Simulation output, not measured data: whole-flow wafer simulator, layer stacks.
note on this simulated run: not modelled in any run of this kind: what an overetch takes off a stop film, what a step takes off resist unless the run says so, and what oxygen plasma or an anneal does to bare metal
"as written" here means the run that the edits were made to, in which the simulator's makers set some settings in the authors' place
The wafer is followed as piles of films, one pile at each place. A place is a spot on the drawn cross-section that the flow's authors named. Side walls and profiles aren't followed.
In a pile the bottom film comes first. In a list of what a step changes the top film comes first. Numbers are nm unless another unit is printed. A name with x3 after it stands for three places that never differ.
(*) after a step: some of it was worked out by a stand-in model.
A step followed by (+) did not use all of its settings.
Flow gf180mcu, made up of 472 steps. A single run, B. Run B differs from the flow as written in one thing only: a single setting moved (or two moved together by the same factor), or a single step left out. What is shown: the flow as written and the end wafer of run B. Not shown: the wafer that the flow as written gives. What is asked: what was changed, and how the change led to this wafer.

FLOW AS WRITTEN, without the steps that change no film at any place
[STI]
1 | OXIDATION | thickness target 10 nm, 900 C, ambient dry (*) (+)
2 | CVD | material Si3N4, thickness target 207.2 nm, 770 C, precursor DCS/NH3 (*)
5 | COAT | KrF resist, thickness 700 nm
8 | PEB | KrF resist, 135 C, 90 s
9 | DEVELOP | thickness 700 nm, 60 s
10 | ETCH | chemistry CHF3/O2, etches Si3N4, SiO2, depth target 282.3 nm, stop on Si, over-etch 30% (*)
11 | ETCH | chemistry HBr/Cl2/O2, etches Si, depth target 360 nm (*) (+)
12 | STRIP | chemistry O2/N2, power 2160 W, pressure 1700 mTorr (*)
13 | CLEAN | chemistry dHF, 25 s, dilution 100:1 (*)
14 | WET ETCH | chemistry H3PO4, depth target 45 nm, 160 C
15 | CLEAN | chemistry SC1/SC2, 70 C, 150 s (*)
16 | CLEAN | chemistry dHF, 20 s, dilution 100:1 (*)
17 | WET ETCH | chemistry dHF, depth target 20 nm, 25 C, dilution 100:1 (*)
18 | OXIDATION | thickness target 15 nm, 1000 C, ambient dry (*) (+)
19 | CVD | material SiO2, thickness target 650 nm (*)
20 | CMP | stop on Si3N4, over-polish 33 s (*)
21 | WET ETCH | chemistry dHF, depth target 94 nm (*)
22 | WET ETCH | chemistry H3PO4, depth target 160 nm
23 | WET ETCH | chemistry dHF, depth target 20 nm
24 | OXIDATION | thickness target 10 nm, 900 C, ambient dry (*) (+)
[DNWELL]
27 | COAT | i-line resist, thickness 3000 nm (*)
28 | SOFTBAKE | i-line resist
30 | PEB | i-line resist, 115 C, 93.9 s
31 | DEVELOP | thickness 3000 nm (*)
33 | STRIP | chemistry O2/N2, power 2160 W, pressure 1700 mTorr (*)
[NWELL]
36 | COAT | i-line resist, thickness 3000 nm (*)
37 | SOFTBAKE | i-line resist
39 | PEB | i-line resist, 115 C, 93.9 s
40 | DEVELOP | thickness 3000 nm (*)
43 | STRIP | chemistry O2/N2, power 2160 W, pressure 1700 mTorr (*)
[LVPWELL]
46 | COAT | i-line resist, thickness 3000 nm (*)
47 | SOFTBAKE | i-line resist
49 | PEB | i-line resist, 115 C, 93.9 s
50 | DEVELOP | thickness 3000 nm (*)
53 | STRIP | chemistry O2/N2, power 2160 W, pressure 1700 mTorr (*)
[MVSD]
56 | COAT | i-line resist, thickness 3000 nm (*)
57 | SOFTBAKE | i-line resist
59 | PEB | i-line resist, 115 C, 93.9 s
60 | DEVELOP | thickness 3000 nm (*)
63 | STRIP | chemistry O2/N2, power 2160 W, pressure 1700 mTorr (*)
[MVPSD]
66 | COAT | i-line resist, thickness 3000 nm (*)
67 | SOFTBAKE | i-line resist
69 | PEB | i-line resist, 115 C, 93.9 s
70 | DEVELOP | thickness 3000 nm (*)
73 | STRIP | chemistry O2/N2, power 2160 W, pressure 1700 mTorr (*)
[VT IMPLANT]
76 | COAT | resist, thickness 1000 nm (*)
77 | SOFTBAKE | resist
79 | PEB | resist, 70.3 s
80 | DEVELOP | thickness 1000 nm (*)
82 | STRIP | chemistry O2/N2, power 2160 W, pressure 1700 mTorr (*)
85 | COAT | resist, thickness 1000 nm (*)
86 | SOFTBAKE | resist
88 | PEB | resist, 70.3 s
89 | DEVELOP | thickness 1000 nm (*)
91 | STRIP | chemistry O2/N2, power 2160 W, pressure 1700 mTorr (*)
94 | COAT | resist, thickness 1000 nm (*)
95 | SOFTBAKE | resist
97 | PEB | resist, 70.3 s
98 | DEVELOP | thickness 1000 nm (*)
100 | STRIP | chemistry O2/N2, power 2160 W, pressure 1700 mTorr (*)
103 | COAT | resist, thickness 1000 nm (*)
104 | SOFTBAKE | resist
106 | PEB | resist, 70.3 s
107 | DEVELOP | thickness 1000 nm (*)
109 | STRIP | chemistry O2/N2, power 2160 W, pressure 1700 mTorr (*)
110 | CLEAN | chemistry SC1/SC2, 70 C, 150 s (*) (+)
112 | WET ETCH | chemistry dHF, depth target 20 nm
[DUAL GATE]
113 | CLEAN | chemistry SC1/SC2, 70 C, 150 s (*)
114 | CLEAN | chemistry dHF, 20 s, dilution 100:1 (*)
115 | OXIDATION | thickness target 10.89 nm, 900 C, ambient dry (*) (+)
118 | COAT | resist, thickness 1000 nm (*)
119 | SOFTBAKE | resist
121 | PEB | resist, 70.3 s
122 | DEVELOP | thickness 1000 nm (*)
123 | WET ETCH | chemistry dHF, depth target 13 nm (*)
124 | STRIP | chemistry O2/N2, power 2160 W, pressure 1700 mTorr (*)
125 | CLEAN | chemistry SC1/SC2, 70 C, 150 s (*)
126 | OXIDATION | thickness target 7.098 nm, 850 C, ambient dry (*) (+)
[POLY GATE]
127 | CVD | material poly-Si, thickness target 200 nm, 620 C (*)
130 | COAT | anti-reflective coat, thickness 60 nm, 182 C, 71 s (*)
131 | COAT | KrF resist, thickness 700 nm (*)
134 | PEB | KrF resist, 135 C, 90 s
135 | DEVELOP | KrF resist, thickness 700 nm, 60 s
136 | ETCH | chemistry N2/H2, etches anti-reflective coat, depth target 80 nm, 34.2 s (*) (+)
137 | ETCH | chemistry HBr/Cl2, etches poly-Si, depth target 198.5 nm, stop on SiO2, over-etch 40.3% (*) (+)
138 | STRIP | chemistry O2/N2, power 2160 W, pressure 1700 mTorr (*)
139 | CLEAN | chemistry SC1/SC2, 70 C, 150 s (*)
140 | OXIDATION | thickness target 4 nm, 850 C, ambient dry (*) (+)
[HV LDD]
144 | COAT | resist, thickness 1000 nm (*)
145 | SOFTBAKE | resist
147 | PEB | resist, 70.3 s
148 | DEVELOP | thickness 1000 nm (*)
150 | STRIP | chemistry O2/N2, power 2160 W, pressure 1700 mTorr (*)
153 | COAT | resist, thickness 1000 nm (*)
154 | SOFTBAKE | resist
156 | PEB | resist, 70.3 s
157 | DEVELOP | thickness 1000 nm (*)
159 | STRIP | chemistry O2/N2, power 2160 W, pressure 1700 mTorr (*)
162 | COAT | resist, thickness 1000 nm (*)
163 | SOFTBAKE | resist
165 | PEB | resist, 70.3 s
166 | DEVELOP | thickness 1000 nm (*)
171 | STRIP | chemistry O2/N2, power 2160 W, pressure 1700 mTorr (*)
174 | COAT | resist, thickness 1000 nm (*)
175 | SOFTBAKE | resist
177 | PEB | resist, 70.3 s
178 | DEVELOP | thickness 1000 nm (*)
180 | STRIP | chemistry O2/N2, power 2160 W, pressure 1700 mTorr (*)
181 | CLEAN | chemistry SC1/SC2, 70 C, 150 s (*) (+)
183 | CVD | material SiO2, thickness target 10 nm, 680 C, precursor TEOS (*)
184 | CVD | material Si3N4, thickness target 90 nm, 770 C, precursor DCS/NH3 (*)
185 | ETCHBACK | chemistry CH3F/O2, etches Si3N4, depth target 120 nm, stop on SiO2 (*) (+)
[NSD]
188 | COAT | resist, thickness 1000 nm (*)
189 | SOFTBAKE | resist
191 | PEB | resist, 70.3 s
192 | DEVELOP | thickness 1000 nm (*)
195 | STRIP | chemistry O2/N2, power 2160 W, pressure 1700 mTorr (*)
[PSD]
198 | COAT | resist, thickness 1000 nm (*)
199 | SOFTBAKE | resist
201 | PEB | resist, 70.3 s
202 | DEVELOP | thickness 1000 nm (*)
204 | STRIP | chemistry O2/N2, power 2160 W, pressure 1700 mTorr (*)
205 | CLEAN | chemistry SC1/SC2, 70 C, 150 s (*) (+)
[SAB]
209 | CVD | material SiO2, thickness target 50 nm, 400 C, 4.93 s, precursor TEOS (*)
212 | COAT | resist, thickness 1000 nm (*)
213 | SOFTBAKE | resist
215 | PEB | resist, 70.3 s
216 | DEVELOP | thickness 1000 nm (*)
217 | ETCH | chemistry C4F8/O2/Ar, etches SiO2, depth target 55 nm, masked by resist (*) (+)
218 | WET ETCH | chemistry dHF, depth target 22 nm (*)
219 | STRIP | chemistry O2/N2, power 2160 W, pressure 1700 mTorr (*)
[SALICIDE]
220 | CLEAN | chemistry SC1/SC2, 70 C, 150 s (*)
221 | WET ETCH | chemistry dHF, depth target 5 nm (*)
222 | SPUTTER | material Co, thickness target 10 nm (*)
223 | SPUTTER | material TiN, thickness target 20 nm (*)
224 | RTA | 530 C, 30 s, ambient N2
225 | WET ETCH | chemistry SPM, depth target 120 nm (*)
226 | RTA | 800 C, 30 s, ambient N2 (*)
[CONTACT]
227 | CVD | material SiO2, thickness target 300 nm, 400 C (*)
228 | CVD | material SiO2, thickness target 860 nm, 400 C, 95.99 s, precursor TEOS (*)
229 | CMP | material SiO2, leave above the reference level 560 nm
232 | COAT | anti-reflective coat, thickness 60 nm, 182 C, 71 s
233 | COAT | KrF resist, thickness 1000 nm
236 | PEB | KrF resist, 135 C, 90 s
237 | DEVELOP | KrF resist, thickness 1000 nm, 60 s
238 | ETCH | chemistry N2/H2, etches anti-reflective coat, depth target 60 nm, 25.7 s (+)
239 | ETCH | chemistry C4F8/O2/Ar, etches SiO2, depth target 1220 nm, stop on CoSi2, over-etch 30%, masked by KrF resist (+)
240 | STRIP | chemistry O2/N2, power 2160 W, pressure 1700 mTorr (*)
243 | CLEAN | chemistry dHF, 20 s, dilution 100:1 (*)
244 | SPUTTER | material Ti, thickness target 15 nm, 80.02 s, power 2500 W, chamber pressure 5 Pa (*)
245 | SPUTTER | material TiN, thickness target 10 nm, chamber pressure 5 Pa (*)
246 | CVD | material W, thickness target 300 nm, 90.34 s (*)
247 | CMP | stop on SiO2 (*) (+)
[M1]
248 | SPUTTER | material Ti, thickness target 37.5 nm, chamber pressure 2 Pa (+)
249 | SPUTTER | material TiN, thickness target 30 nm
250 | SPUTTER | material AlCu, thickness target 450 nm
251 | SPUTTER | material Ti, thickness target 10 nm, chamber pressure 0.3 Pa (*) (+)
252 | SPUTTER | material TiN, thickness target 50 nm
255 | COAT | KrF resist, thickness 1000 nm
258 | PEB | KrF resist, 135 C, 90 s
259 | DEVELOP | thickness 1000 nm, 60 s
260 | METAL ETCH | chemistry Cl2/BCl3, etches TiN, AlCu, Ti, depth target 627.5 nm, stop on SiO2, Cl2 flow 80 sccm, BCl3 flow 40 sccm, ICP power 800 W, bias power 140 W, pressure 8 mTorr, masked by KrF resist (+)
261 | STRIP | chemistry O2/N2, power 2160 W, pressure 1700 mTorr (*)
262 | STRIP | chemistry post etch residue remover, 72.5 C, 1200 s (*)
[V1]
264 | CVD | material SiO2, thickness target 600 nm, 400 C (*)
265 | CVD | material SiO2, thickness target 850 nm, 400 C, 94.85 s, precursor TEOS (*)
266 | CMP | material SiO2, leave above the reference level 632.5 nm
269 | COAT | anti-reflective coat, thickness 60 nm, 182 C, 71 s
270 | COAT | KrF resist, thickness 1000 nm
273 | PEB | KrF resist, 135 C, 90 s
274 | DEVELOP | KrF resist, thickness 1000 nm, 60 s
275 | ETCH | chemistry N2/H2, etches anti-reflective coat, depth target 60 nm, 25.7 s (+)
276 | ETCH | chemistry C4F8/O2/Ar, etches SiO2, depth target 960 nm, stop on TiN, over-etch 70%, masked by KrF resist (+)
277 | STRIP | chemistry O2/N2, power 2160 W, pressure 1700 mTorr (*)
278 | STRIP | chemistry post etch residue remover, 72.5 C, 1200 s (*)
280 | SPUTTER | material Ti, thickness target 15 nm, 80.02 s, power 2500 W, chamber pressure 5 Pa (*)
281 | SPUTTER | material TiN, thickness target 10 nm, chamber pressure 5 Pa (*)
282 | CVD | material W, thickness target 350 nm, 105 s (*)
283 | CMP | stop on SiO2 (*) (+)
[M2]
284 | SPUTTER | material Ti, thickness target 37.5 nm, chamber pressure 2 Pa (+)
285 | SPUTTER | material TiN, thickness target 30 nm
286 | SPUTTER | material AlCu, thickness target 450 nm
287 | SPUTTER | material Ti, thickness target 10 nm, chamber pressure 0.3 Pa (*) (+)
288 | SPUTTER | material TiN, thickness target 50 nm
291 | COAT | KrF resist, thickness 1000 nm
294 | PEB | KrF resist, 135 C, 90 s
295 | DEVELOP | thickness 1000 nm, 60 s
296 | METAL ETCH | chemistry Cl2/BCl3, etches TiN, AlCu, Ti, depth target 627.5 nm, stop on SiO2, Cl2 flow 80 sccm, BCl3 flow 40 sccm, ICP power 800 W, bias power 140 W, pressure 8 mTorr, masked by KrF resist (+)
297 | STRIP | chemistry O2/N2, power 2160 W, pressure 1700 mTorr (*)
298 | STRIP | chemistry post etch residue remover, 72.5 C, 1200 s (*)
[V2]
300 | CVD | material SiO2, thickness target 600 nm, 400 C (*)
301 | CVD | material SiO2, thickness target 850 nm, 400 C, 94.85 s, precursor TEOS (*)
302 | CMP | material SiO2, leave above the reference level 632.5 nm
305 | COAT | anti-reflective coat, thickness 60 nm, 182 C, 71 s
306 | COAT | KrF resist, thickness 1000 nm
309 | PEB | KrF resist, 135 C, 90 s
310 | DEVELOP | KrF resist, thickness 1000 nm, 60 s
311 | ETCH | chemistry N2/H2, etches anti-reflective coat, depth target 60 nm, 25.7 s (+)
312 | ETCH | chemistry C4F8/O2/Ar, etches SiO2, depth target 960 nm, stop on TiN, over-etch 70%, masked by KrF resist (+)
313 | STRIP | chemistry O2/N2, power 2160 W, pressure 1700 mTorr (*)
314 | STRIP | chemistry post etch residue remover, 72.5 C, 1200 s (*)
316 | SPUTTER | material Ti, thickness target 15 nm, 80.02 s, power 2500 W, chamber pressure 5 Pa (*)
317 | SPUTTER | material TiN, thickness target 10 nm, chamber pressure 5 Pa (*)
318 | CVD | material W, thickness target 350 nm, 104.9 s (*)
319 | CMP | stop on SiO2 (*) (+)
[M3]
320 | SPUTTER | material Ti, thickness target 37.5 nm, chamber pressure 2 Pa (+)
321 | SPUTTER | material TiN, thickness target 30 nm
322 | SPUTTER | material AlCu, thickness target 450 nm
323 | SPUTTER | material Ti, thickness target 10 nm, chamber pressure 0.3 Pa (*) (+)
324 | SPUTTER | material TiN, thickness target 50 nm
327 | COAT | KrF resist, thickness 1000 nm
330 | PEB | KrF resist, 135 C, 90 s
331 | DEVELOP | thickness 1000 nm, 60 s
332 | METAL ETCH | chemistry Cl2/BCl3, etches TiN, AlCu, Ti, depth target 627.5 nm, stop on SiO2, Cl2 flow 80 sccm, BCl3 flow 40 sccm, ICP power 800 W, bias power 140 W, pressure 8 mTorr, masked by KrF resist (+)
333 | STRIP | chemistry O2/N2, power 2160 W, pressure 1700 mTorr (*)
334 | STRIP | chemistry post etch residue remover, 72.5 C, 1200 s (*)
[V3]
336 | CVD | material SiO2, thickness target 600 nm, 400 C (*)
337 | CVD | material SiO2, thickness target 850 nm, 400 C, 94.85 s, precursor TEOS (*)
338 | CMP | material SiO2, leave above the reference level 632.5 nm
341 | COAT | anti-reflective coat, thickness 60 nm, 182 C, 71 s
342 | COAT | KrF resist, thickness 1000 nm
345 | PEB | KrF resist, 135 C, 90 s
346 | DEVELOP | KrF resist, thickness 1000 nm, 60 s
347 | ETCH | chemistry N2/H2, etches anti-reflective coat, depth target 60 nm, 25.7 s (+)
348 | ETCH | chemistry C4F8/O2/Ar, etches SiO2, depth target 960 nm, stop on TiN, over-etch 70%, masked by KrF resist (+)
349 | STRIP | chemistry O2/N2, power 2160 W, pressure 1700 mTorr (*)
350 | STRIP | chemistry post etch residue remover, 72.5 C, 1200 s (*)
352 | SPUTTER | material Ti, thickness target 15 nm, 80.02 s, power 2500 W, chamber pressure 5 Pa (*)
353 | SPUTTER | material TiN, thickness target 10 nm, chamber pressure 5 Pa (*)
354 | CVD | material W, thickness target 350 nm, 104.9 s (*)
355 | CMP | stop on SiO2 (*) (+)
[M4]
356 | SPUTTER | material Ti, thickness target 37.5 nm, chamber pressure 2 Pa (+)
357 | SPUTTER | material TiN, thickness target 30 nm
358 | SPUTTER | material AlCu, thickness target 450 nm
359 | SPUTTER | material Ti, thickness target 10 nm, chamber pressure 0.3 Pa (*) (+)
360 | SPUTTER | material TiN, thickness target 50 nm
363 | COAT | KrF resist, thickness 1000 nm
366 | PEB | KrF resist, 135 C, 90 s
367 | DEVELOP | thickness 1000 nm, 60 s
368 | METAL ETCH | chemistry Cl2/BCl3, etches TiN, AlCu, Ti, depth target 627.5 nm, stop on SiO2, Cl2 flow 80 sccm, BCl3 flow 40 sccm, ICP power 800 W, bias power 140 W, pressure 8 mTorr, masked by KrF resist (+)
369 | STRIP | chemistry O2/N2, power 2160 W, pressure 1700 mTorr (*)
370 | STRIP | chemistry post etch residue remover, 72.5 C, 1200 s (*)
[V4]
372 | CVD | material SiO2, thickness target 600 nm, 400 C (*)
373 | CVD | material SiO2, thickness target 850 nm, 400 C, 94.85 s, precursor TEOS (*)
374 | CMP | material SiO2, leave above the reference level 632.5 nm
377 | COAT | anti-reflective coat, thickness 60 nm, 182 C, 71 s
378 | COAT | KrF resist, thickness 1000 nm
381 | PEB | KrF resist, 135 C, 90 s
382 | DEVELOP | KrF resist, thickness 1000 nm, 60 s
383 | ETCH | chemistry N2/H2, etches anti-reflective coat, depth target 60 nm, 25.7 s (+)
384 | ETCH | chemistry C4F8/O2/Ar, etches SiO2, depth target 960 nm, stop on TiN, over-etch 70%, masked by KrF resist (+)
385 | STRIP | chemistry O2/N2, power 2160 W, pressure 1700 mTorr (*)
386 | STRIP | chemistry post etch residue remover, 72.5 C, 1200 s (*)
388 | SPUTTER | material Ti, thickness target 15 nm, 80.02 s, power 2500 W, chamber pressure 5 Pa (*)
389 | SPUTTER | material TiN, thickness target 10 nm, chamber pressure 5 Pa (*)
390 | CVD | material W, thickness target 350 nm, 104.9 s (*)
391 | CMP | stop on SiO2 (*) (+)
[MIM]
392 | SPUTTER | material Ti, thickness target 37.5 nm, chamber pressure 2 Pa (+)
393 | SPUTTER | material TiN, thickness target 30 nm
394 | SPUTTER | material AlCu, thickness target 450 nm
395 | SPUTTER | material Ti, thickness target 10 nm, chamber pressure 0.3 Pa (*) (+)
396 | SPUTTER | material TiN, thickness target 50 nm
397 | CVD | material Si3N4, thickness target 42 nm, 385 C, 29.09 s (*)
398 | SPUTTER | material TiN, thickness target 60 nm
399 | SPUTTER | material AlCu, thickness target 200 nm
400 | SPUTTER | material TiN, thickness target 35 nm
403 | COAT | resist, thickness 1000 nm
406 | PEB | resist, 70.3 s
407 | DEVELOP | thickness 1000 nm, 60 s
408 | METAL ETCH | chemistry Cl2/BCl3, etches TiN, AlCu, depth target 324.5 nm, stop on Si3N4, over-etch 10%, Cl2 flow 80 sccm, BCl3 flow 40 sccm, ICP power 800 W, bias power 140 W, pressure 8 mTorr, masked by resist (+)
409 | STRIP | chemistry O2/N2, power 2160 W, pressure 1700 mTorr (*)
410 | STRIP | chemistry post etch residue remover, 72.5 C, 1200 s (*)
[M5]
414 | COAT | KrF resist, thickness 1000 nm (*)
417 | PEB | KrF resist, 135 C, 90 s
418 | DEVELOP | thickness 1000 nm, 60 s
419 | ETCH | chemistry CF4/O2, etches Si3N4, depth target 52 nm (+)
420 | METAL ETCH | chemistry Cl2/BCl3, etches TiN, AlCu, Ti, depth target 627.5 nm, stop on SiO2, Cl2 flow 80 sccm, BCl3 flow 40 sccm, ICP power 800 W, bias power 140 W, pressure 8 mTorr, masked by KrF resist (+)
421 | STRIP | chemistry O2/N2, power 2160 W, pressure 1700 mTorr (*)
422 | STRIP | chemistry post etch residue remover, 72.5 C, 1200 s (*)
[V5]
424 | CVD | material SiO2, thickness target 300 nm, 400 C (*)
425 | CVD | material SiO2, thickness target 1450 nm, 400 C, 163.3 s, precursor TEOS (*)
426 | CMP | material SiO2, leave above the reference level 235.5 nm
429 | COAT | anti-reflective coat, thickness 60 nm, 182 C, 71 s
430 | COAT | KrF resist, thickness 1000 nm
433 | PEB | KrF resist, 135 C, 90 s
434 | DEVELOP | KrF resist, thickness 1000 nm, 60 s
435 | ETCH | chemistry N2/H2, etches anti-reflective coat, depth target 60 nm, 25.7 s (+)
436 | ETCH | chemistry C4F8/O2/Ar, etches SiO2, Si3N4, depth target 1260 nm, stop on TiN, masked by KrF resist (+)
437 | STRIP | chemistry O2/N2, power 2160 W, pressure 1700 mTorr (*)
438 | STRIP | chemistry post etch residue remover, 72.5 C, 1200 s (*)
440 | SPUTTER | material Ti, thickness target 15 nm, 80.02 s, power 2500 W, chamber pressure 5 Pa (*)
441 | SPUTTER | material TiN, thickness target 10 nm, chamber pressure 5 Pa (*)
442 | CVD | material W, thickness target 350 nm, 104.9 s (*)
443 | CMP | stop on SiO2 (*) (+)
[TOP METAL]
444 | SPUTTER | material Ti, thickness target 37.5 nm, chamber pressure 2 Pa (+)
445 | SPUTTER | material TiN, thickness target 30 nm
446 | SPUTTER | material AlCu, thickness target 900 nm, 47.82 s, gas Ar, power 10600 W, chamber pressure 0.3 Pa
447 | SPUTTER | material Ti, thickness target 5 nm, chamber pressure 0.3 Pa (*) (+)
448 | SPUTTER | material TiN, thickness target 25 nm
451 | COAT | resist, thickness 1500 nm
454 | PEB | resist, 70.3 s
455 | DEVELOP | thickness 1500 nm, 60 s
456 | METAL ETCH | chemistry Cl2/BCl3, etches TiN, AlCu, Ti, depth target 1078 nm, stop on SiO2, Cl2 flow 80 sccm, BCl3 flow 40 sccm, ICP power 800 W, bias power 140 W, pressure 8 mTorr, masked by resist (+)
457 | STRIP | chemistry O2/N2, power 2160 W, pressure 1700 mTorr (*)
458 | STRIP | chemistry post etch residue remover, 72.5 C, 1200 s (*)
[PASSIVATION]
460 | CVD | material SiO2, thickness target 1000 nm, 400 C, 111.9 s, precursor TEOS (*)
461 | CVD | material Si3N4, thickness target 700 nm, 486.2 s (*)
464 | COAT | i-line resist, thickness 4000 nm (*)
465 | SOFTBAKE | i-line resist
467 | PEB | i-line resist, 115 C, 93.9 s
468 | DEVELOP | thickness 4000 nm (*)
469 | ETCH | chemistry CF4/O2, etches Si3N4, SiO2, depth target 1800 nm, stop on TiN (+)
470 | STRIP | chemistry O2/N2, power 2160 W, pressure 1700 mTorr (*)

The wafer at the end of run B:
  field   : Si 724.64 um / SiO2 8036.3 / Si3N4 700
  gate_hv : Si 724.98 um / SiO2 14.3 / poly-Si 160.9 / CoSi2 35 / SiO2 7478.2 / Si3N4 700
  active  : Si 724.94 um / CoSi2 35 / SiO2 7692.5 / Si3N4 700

Cause: step 394, SPUTTER: thickness target 259 nm was run, whereas the flow has thickness target 450 nm.

The path from the change to this, step by step:
  394 | SPUTTER | material AlCu, thickness target 450 nm
      field, field__w1, field__w2 and 108 more: +259 AlCu (new film) (it would be, as written: +450 AlCu (new film))
  420 | METAL ETCH | chemistry Cl2/BCl3, etches TiN, AlCu, Ti, depth target 627.5 nm, stop on SiO2, Cl2 flow 80 sccm, BCl3 flow 40 sccm, ICP power 800 W, bias power 140 W, pressure 8 mTorr, masked by KrF resist (+)
      field, field__w1, field__w2 and 101 more: -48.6 TiN (all of it), -10 Ti (all of it), -259 AlCu (all of it), -30 TiN (all of it), -37.5 Ti (all of it) (it would be, as written: -48.6 TiN (all of it), -10 Ti (all of it), -450 AlCu (all of it), -30 TiN (all of it), -37.5 Ti (all of it))
      field__w4, field__w8, contact, m1, m1__w1, mim, mim_1p0, m1_nw: -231 KrF resist (it would be, as written: -251 KrF resist)
  421 | STRIP | chemistry O2/N2, power 2160 W, pressure 1700 mTorr (*)
      field__w8, m1__w1: -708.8 KrF resist (all of it) (it would be, as written: -688.9 KrF resist (all of it))
      contact, m1: -709.3 KrF resist (all of it) (it would be, as written: -689.3 KrF resist (all of it))
      (and at 4 other places as well)
  426 | CMP | material SiO2, leave above the reference level 235.5 nm
      field, field__w1, field__w5 and 92 more: -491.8 SiO2 (it would be, as written: -300.8 SiO2)
      field__w2, field__w3, field__w12 and 6 more: -472.4 SiO2 (it would be, as written: -272.7 SiO2)
